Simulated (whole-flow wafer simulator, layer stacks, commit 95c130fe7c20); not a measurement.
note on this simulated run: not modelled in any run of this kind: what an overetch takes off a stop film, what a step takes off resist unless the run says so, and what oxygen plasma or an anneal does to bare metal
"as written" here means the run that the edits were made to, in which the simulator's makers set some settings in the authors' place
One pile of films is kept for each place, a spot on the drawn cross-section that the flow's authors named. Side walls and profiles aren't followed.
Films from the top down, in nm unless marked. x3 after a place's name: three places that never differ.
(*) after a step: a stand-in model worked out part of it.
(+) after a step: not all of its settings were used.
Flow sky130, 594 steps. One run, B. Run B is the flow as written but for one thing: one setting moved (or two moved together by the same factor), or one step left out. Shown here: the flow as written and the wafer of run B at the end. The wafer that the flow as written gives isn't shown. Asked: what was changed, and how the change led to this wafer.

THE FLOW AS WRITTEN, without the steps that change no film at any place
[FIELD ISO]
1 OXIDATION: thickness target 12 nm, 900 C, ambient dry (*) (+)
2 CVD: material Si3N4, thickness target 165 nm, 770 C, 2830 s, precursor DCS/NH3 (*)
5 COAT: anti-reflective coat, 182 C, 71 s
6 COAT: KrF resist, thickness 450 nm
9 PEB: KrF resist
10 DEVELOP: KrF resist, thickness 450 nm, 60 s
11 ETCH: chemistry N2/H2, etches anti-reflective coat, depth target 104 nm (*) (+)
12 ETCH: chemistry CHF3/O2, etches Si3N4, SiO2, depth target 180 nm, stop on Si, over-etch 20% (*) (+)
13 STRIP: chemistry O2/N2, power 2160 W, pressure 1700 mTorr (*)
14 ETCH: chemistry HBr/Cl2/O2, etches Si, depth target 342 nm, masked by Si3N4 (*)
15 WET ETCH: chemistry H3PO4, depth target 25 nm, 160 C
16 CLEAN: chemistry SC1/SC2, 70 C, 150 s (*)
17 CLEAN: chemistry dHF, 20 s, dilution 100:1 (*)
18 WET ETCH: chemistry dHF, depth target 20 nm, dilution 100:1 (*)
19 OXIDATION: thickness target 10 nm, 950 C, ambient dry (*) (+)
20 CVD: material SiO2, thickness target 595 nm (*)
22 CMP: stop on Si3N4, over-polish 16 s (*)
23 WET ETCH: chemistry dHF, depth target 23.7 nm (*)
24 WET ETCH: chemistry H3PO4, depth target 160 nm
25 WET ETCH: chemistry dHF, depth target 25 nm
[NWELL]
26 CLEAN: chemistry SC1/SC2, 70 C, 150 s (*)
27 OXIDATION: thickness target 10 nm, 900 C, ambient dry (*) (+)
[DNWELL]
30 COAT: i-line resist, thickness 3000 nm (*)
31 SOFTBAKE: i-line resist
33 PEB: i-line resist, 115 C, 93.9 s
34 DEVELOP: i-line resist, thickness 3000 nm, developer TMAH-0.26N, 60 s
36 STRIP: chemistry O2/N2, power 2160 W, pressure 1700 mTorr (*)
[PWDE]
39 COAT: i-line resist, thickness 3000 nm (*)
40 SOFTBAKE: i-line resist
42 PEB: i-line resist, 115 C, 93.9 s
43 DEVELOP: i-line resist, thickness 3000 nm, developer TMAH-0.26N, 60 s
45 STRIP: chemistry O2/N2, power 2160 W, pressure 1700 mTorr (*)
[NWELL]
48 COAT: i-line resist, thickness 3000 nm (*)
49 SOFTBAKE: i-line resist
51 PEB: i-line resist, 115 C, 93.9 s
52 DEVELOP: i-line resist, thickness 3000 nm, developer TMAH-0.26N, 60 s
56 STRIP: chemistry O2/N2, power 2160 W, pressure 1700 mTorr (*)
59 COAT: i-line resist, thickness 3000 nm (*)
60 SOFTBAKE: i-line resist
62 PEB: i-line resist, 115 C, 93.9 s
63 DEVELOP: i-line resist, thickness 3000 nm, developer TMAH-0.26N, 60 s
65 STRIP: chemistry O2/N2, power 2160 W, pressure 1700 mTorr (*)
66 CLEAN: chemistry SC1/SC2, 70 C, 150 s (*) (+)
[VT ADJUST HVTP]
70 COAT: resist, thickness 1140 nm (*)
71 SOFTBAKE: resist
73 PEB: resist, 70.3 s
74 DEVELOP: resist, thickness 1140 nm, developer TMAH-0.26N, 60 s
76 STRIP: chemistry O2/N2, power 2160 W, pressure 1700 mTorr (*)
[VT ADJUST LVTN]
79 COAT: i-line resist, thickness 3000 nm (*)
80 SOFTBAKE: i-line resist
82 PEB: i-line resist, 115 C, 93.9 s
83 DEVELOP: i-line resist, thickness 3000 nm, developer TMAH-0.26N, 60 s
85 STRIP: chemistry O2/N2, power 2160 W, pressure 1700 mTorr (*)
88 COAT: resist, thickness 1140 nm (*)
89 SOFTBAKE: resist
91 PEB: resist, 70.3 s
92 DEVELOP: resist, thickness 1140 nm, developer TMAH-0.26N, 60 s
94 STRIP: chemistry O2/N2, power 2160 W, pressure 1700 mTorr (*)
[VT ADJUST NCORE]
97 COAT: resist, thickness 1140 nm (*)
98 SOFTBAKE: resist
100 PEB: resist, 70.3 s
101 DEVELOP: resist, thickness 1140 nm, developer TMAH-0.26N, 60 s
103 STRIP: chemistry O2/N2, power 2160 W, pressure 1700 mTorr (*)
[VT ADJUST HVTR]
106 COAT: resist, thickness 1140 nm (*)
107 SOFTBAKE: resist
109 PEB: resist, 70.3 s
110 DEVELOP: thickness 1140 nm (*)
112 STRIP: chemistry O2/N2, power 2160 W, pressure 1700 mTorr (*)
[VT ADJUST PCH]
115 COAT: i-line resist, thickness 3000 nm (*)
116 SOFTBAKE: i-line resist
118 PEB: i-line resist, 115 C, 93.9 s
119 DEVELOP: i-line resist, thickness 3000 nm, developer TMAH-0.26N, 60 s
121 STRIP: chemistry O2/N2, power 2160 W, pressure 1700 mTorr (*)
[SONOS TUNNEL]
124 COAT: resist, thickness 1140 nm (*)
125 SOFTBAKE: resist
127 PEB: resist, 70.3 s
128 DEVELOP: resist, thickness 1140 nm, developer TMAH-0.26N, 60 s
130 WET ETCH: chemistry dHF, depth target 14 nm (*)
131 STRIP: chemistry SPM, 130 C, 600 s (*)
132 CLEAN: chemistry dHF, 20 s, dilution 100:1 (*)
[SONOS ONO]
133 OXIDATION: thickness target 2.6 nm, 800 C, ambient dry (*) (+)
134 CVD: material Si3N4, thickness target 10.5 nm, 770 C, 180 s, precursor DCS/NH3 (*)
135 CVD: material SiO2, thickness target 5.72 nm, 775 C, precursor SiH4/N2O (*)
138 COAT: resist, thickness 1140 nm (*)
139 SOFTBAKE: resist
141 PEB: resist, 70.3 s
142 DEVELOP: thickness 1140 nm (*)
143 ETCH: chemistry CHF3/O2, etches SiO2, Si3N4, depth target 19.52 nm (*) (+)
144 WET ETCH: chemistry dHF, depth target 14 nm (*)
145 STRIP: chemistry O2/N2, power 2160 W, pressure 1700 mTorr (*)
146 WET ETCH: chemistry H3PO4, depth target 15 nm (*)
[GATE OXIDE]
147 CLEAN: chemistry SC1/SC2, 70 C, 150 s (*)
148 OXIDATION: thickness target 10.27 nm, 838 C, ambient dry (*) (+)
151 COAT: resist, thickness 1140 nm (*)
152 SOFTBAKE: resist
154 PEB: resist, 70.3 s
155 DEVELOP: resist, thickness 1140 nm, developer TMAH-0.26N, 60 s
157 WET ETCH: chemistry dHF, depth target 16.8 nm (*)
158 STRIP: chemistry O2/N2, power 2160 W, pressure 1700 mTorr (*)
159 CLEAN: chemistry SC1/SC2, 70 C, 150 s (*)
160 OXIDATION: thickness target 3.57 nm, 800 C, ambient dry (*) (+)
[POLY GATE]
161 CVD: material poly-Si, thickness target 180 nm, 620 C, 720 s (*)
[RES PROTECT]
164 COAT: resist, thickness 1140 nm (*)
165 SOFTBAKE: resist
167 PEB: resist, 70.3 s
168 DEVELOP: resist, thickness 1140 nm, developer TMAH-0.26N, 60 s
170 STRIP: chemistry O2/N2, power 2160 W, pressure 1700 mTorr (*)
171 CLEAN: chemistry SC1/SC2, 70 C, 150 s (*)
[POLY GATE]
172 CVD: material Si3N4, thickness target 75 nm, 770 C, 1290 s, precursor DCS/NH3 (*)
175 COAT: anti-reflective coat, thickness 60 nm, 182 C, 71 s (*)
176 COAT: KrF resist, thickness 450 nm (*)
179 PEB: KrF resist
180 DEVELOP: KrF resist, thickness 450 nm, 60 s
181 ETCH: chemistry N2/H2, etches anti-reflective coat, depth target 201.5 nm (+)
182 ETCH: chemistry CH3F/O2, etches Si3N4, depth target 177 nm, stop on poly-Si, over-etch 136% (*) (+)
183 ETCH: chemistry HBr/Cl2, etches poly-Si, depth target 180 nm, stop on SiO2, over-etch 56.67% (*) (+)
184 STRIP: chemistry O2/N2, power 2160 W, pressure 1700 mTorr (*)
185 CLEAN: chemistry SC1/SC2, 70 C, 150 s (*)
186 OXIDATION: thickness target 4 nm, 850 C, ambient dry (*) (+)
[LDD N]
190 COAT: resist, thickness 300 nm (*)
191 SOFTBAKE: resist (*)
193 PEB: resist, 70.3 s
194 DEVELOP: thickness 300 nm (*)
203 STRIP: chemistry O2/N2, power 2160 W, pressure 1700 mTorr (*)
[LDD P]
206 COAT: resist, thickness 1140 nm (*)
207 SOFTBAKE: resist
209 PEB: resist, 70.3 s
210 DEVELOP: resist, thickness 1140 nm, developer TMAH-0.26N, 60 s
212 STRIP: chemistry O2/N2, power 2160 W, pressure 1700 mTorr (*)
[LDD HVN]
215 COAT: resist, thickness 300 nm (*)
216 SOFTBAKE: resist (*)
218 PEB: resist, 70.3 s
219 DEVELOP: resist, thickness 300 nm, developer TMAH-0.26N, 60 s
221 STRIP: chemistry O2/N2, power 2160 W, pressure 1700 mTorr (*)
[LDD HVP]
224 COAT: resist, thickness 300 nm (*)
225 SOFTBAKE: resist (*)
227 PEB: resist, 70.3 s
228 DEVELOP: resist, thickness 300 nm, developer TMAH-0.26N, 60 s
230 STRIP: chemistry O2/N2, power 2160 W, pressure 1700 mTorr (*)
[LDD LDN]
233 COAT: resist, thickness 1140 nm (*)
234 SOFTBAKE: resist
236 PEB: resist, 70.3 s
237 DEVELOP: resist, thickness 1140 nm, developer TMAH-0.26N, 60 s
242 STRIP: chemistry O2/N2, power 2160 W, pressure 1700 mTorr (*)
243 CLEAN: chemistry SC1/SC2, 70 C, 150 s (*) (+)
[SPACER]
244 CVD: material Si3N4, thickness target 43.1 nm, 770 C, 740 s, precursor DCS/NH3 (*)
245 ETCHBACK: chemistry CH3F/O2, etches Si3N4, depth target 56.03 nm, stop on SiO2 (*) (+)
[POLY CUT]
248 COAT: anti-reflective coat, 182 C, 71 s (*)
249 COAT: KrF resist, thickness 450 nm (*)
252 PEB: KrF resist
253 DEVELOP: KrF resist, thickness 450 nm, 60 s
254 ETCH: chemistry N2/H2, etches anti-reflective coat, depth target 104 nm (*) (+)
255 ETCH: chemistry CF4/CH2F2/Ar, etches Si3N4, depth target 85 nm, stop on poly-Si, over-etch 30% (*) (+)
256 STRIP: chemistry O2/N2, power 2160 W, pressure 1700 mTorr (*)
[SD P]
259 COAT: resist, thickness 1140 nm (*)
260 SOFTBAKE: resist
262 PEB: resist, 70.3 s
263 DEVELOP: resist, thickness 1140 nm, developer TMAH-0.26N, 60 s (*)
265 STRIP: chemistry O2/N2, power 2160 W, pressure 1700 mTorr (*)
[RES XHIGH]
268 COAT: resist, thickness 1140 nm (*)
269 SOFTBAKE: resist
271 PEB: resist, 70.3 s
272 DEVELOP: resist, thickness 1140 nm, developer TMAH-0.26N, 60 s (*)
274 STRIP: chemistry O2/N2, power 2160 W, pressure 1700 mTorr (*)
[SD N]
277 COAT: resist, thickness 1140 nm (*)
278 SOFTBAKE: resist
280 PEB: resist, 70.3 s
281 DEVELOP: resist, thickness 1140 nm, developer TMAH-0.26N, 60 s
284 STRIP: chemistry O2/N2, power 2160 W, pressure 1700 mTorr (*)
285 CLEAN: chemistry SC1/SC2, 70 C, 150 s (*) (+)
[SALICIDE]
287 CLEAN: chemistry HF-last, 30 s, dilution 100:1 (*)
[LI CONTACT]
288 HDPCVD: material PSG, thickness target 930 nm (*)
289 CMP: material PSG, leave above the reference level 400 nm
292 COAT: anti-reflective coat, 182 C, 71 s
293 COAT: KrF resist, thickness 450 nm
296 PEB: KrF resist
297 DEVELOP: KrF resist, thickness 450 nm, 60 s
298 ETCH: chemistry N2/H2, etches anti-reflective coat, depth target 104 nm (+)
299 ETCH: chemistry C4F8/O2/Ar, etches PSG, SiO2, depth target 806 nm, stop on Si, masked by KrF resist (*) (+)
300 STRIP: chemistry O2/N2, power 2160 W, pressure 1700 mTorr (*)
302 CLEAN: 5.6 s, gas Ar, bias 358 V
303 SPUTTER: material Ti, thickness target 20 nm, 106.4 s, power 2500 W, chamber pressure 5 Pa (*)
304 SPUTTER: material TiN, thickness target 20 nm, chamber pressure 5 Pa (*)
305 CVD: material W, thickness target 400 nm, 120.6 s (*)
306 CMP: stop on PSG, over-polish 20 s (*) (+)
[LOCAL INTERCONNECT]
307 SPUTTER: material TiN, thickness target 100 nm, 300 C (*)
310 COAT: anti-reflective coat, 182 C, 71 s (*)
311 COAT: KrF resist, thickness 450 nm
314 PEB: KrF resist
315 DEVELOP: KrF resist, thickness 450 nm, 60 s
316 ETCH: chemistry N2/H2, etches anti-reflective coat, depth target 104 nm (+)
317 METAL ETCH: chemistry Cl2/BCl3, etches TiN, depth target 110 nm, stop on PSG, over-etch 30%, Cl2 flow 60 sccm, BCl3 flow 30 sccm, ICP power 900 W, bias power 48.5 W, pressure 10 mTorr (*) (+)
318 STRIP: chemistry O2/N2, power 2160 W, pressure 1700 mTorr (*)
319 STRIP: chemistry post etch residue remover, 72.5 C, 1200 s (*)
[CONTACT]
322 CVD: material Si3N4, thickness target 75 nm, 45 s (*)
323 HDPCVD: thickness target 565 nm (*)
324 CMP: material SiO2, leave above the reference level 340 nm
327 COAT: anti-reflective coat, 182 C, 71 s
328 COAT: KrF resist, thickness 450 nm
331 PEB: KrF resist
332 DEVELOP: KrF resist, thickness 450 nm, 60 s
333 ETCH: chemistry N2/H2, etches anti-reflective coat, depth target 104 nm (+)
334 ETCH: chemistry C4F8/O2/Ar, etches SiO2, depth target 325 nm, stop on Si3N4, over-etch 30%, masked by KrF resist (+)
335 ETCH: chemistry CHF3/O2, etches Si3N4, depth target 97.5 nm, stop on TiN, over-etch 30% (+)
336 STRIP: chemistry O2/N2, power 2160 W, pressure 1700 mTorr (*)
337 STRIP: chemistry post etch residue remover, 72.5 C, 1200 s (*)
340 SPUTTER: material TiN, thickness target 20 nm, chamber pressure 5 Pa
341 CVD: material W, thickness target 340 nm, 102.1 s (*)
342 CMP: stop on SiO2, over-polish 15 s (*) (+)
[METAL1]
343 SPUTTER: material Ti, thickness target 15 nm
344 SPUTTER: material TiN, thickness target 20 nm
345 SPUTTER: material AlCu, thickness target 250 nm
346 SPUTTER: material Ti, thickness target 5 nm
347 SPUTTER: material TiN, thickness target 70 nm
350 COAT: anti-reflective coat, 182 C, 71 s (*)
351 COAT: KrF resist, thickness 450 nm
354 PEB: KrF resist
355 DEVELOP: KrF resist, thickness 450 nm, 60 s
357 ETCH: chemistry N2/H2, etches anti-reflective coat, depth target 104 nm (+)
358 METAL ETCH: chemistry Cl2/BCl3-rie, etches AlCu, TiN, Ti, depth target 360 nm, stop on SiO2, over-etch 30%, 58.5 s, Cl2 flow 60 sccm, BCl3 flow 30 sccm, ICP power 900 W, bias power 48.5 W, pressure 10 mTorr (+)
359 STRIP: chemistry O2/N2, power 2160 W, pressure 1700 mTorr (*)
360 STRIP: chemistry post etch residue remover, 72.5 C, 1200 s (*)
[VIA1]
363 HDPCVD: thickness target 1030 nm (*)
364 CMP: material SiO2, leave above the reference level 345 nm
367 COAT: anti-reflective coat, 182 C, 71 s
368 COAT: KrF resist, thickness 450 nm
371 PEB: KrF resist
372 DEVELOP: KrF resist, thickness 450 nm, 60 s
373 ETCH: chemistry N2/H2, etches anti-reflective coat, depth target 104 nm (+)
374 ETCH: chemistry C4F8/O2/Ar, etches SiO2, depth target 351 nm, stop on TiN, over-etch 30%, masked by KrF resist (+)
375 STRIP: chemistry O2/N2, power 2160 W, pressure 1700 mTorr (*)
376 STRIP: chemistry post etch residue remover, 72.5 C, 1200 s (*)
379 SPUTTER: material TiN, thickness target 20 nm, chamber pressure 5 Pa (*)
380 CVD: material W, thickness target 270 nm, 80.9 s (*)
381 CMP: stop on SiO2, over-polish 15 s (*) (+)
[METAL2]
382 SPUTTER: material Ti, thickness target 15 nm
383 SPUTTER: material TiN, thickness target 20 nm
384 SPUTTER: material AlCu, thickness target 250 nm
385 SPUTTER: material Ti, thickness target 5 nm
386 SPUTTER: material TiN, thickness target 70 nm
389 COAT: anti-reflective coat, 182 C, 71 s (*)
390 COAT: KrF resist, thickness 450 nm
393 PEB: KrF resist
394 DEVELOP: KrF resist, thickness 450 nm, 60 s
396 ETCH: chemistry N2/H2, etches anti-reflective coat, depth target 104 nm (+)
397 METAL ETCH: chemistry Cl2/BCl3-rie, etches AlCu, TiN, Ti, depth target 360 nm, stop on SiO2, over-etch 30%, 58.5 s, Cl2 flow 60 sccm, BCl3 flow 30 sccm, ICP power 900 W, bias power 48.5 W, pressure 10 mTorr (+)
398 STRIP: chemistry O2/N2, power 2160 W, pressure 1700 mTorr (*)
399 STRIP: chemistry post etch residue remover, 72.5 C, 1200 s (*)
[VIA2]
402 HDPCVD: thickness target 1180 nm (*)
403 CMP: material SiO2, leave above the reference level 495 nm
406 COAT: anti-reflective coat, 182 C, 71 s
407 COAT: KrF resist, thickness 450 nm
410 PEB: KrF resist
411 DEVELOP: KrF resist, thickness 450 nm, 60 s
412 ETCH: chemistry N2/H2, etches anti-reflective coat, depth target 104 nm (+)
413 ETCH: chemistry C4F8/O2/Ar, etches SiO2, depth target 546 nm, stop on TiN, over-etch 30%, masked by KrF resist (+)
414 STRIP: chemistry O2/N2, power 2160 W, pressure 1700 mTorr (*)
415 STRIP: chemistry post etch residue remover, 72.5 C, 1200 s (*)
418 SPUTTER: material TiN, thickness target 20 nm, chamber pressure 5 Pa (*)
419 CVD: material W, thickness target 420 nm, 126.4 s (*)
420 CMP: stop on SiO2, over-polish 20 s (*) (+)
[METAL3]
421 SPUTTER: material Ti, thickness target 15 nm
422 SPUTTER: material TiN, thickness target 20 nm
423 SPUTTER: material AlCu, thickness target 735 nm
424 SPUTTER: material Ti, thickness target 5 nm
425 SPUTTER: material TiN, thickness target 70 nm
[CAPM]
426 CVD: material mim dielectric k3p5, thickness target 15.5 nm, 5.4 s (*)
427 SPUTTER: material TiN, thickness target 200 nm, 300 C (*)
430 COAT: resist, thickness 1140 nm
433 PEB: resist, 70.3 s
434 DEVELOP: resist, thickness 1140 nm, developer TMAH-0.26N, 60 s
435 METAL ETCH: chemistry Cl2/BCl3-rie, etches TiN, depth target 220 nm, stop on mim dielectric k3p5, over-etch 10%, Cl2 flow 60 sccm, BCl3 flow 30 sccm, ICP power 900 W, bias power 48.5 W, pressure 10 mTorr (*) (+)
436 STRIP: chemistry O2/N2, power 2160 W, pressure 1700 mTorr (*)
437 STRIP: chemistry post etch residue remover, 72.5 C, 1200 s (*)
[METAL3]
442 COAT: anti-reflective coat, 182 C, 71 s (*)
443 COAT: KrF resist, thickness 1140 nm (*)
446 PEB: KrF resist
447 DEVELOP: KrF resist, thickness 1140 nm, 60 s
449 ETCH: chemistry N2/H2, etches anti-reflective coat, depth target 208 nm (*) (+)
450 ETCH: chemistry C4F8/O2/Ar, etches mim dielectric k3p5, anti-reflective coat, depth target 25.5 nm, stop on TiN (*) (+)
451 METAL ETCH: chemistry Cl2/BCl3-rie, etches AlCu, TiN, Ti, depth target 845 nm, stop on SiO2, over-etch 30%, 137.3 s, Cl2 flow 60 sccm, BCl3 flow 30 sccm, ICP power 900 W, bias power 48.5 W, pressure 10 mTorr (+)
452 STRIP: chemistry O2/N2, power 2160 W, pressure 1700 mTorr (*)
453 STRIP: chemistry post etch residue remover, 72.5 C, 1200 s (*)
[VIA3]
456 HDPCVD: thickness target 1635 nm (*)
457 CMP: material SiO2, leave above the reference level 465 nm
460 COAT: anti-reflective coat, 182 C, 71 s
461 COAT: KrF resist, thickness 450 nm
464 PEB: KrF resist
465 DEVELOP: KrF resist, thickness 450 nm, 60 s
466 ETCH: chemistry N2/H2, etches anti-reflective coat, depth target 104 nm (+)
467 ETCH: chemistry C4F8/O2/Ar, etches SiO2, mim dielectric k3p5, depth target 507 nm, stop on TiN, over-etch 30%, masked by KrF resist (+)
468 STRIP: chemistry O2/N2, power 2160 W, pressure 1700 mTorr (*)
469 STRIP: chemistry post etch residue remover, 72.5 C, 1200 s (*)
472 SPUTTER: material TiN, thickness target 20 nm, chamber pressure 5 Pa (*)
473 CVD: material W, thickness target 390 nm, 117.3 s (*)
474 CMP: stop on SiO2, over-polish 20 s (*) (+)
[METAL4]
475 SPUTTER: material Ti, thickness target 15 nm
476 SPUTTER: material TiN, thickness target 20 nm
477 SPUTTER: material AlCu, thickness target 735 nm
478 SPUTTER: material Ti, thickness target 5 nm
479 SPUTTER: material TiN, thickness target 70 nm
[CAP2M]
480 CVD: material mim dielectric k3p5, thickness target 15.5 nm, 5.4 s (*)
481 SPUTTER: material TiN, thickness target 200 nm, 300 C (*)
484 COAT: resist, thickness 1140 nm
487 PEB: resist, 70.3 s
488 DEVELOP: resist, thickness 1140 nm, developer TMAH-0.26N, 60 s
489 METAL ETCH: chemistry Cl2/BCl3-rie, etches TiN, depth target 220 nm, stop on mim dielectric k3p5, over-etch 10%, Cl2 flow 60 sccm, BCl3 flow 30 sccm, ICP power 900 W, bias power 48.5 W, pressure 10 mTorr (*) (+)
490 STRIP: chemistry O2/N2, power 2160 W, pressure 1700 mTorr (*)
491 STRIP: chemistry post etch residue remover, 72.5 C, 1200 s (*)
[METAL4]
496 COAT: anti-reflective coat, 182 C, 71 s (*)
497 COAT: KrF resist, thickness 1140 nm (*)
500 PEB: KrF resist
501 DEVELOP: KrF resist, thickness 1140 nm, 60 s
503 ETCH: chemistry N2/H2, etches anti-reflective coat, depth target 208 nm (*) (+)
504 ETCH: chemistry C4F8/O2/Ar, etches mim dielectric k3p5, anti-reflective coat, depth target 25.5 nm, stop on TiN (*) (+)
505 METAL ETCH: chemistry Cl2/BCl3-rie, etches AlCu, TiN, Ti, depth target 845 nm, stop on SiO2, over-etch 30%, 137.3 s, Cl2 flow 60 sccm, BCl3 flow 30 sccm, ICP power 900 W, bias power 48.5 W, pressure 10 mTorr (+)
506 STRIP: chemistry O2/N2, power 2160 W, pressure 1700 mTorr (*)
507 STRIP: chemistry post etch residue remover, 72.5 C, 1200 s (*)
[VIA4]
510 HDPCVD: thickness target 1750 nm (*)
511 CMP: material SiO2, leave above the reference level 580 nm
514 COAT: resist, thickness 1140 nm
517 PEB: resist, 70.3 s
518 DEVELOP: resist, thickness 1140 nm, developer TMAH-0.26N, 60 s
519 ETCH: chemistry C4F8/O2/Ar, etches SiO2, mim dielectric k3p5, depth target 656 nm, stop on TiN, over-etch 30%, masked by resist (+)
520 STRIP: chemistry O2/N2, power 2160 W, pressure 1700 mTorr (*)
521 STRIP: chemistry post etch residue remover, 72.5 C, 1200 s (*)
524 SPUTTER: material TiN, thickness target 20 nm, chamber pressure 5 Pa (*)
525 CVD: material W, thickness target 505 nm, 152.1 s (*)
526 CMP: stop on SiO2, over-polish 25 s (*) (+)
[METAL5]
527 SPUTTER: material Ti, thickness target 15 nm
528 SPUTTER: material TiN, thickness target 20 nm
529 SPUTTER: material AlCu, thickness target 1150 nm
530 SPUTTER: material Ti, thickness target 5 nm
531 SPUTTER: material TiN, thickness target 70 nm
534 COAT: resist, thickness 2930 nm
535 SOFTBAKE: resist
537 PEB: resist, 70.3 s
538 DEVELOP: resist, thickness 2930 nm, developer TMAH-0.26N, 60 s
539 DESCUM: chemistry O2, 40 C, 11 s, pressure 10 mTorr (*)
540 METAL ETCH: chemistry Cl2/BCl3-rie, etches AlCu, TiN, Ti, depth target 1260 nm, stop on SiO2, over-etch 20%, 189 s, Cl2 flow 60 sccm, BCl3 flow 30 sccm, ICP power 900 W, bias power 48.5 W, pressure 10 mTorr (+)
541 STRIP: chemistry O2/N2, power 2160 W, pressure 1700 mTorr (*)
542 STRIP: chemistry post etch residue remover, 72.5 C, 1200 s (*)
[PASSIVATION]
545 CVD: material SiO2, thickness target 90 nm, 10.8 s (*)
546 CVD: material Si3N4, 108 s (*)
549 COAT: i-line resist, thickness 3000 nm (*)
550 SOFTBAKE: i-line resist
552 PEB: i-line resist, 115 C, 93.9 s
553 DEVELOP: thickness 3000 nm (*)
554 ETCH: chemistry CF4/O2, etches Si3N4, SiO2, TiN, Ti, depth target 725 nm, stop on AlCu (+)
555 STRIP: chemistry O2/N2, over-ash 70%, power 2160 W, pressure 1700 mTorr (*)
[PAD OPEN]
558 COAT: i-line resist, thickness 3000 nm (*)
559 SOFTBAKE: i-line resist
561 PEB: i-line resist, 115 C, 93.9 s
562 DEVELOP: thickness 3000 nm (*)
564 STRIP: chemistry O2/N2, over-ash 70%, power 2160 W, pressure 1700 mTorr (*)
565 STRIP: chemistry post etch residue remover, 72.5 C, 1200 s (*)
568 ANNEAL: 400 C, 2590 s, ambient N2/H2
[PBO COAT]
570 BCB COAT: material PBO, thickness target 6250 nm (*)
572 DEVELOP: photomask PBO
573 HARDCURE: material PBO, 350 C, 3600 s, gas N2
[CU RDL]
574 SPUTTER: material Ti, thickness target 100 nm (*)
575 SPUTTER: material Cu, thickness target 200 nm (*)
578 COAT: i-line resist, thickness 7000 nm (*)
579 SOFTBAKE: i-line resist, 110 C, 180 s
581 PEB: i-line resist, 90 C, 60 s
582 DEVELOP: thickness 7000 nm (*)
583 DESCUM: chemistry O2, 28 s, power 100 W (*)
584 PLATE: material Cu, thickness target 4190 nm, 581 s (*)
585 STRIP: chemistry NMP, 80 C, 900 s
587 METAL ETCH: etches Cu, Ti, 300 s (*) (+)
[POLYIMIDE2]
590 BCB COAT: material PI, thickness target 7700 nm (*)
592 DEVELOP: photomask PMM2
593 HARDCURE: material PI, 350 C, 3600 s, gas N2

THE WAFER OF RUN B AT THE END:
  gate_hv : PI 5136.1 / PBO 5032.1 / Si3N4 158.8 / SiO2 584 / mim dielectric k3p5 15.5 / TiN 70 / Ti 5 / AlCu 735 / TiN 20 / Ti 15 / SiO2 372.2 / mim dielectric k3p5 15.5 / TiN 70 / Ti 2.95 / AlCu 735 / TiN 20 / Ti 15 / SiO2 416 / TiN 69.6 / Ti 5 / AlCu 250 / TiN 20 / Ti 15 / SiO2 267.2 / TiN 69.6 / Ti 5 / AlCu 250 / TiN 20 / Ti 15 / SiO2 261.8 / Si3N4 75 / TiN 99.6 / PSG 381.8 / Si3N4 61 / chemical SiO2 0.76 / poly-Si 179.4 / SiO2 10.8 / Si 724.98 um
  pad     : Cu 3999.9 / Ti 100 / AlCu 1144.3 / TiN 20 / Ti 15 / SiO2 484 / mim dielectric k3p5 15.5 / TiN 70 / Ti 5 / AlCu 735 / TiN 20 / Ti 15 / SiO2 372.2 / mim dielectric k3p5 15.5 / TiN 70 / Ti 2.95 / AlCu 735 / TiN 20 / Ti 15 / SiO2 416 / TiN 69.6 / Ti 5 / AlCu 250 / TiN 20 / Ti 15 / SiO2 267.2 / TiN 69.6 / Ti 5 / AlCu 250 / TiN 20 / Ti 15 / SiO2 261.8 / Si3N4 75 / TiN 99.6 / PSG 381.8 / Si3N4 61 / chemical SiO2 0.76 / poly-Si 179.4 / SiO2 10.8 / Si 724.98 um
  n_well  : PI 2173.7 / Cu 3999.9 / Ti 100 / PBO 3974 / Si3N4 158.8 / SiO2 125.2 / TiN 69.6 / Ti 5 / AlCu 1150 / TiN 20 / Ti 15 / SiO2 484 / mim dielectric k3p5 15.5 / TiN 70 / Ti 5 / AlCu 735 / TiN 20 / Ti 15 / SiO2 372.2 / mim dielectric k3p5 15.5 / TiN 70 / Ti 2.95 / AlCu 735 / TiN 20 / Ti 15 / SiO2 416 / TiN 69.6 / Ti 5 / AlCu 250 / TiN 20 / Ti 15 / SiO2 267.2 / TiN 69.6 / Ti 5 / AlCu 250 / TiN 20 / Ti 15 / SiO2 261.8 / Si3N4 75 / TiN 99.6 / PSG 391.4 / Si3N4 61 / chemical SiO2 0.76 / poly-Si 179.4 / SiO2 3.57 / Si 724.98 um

The cause: step 424, SPUTTER: thickness target 2.95 nm was run, where the flow has thickness target 5 nm.
It can be read off the wafer: gate_hv has Ti 2.95, and step 424 as written asks for 5 nm.

How the change led to this, step by step:
  424 SPUTTER: material Ti, thickness target 5 nm
      field, active, n_well and 188 more: Ti +2.95 (new film) (as written it would be: Ti +5 (new film))
  451 METAL ETCH: chemistry Cl2/BCl3-rie, etches AlCu, TiN, Ti, depth target 845 nm, stop on SiO2, over-etch 30%, 137.3 s, Cl2 flow 60 sccm, BCl3 flow 30 sccm, ICP power 900 W, bias power 48.5 W, pressure 10 mTorr (+)
      field, gate, spacer and 68 more: TiN -70 (all of it), Ti -2.95 (all of it), AlCu -735 (all of it), TiN -20 (all of it), Ti -15 (all of it), SiO2 -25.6 (as written it would be: TiN -70 (all of it), Ti -5 (all of it), AlCu -735 (all of it), TiN -20 (all of it), Ti -15 (all of it), SiO2 -25.4)
      active, vpp_ln, vpp_iso2 and 11 more: TiN -70 (all of it), Ti -2.95 (all of it), AlCu -735 (all of it), TiN -20 (all of it), Ti -15 (all of it), SiO2 -25.6 (as written it would be: TiN -70 (all of it), Ti -5 (all of it), AlCu -735 (all of it), TiN -20 (all of it), Ti -15 (all of it), SiO2 -25.3)
